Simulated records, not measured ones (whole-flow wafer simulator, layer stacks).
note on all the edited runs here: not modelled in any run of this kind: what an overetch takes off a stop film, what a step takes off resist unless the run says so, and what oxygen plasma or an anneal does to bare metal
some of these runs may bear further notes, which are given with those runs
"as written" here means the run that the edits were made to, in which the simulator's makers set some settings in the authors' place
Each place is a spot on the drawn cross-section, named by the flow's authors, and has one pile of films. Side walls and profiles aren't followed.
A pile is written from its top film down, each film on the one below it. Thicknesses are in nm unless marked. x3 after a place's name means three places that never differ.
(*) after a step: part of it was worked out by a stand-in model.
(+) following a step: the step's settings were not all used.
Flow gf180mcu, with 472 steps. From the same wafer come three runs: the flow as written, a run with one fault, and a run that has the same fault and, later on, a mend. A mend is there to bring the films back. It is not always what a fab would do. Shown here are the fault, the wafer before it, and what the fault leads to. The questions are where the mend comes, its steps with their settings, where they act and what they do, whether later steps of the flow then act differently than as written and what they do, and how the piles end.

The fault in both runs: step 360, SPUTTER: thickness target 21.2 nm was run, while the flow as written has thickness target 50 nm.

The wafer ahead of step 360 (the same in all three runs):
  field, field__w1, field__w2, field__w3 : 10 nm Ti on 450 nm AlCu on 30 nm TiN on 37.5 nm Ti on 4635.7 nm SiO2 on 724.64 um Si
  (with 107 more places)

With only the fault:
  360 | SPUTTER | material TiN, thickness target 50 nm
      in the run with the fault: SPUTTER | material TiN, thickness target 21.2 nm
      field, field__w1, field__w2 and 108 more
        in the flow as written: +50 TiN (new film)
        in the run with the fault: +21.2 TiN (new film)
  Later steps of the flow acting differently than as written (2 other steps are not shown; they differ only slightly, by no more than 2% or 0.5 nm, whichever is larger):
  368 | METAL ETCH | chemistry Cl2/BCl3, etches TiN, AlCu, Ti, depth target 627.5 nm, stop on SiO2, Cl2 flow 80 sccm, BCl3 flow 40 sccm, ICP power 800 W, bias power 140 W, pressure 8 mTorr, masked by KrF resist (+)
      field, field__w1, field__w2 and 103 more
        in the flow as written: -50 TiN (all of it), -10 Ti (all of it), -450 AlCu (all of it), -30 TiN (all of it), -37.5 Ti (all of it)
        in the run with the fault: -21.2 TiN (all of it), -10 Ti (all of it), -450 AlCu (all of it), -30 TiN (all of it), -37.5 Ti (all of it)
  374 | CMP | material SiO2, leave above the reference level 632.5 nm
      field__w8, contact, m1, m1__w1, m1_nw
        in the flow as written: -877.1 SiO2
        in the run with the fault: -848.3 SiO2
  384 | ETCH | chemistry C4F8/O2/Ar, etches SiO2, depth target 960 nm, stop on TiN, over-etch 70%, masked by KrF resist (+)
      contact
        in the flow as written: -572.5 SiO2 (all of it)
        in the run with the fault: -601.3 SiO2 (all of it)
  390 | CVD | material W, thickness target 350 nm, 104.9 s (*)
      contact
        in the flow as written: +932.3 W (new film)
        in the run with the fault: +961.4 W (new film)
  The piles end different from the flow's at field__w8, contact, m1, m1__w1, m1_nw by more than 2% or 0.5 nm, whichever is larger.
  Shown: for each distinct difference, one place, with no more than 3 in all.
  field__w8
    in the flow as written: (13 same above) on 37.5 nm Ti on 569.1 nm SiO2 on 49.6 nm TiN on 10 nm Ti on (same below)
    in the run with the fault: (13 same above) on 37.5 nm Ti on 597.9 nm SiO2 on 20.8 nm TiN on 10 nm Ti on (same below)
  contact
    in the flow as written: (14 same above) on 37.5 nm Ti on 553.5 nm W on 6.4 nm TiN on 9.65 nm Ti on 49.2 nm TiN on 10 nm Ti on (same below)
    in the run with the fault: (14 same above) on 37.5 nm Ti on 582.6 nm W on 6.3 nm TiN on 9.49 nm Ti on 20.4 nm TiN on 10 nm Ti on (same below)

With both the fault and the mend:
  After step 367 comes the mend.
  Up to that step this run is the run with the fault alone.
  367a | STRIP | chemistry O2/N2, power 2160 W, pressure 1700 mTorr (*)
      field__w8, contact, m1, m1__w1, m1_nw
        -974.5 KrF resist (all of it)
  367b | SPUTTER | material TiN, thickness target 28.8 nm (the flow's step 360, run once more with other settings)
      field, field__w1, field__w2 and 108 more
        +28.8 TiN
  367c | HMDS | 120 C, 60 s (the flow's step 362, run once more)
      alters no film at any place that is followed
  367d | COAT | KrF resist, thickness 1000 nm (the flow's step 363, run once more)
      field, field__w1, field__w2 and 108 more
        +1000 KrF resist (new film)
  367e | SOFTBAKE | KrF resist (the flow's step 364, run once more)
      alters no film at any place that is followed
  367f | EXPOSE | photomask Metal4 (the flow's step 365, run once more)
      alters no film at any place that is followed
  367g | PEB | KrF resist, 135 C, 90 s (the flow's step 366, run once more)
      field, field__w1, field__w2 and 108 more
        -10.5 KrF resist
  367h | DEVELOP | thickness 1000 nm, 60 s (the flow's step 367, run once more)
      field, field__w1, field__w2 and 103 more
        -989.5 KrF resist (all of it)
      field__w8, contact, m1, m1__w1, m1_nw
        -14.9 KrF resist
  Every later step of the flow that is run acts as written at every place that is followed.
  At every place that both follow, the piles at the end match the flow's.
